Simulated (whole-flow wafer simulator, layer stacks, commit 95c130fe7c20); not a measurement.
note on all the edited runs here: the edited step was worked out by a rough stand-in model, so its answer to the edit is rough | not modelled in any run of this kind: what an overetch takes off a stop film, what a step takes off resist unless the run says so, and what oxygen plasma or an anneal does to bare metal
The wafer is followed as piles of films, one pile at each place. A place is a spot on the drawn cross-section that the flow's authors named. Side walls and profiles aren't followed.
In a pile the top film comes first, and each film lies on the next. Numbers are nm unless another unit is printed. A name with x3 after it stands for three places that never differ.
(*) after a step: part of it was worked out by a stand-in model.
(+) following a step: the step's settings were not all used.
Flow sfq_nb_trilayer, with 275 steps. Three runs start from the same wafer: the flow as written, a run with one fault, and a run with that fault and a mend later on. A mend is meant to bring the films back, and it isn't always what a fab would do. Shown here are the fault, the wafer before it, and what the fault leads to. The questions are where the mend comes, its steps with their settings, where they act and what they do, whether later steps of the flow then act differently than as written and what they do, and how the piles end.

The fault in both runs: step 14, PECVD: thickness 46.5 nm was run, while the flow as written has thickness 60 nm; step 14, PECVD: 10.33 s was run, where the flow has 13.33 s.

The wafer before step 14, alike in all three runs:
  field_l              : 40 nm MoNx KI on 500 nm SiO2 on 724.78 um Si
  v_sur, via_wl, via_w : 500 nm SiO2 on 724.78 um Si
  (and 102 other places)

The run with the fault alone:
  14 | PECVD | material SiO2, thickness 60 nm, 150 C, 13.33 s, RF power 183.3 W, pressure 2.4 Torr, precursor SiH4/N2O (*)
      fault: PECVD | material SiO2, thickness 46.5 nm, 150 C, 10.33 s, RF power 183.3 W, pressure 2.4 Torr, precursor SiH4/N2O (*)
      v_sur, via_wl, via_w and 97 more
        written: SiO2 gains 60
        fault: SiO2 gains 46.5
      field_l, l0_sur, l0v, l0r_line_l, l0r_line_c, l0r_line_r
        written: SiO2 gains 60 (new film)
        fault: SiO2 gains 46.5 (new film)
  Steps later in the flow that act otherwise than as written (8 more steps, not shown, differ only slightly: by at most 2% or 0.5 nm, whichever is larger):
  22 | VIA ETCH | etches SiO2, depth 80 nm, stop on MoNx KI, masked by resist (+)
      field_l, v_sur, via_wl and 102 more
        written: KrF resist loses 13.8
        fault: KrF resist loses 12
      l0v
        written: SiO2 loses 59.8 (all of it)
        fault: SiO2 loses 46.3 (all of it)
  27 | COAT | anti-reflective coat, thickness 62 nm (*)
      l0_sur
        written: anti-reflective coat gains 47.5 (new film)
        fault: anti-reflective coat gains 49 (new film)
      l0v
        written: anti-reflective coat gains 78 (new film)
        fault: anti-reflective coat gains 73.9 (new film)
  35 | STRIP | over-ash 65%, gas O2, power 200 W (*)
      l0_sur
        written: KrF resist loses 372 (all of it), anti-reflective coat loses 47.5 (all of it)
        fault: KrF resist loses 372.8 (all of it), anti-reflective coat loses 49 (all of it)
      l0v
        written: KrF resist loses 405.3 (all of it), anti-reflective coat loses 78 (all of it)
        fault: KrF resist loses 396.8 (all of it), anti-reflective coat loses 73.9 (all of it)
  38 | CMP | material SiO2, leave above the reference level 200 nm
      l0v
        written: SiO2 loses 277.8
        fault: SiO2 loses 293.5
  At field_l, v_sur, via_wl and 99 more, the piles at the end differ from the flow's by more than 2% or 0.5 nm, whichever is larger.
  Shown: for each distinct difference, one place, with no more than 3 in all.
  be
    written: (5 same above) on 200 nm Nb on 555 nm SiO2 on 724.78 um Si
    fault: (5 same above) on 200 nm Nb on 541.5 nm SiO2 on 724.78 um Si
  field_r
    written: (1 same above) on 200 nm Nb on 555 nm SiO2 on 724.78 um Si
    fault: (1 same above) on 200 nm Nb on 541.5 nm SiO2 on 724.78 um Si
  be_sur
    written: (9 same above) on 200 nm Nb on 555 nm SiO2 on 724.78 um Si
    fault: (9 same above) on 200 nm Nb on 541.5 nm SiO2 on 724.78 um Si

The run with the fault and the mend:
  The mend follows step 20.
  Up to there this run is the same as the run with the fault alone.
  20a | STRIP | over-ash 65%, gas O2, power 200 W (*)
      p4_fl x3, p4_w1 x9, p4_g1 x2 and 59 more
        KrF resist loses 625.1 (all of it), anti-reflective coat loses 62 (all of it)
      jj_sur, ce_l, c5j, ce_r, sp_r, be_r, r_sur
        KrF resist loses 632 (all of it), anti-reflective coat loses 63.7 (all of it)
      l0r_line_l, l0r_line_c, l0r_line_r
        KrF resist loses 621.1 (all of it), anti-reflective coat loses 58.9 (all of it)
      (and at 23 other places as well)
  20b | PECVD | material SiO2, thickness 13.5 nm, 150 C, 3 s, RF power 183.3 W, pressure 2.4 Torr, precursor SiH4/N2O (a further turn of the flow's step 14, with different settings)
      field_l, v_sur, via_wl and 103 more
        SiO2 gains 13.5
  20c | COAT | anti-reflective coat, thickness 62 nm (*) (a further turn of the flow's step 15)
      p4_fl x3, p4_w1 x9, p4_g1 x2 and 59 more
        anti-reflective coat gains 62 (new film)
      be_sur, gap, jj_sur and 8 more
        anti-reflective coat gains 63.7 (new film)
      wire, be, moat, field_r, lsp_l
        anti-reflective coat gains 63.8 (new film)
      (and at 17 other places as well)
  20d | COAT | KrF resist, thickness 650 nm (*) (a further turn of the flow's step 16)
      p4_fl x3, p4_w1 x9, p4_g1 x2 and 59 more
        KrF resist gains 650 (new film)
      jj_sur, ce_l, c5j, ce_r, sp_r, be_r, r_sur
        KrF resist gains 656.9 (new film)
      l0r_line_l, l0r_line_c, l0r_line_r
        KrF resist gains 646 (new film)
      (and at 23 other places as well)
  20e | SOFTBAKE | KrF resist (a further turn of the flow's step 17)
      does not change any film at any place that is followed
  20f | EXPOSE | photomask L0V, dose 12.41 mJ/cm2, NA 0.6, wavelength 248 nm (*) (a further turn of the flow's step 18)
      does not change any film at any place that is followed
  20g | PEB | KrF resist, 90 s (a further turn of the flow's step 19)
      p4_fl x3, p4_w1 x9, p4_g1 x2 and 59 more
        KrF resist loses 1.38
      via_v, wire, be and 15 more
        KrF resist loses 1.39
      v_sur, via_w, via_wr, via_sp, lsp_m, ln_m6, lsp_r
        KrF resist loses 1.4
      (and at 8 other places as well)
  20h | DEVELOP | KrF resist, thickness 650 nm, 60 s (a further turn of the flow's step 20)
      field_l, v_sur, via_wl and 102 more
        KrF resist loses 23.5
      l0v
        KrF resist loses 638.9 (all of it)
  None of the later steps of the flow differs from how it acts as written, at any place that is followed, by more than 2% or 0.5 nm, whichever is larger.
  The piles end the same as the flow's at every place that both follow.
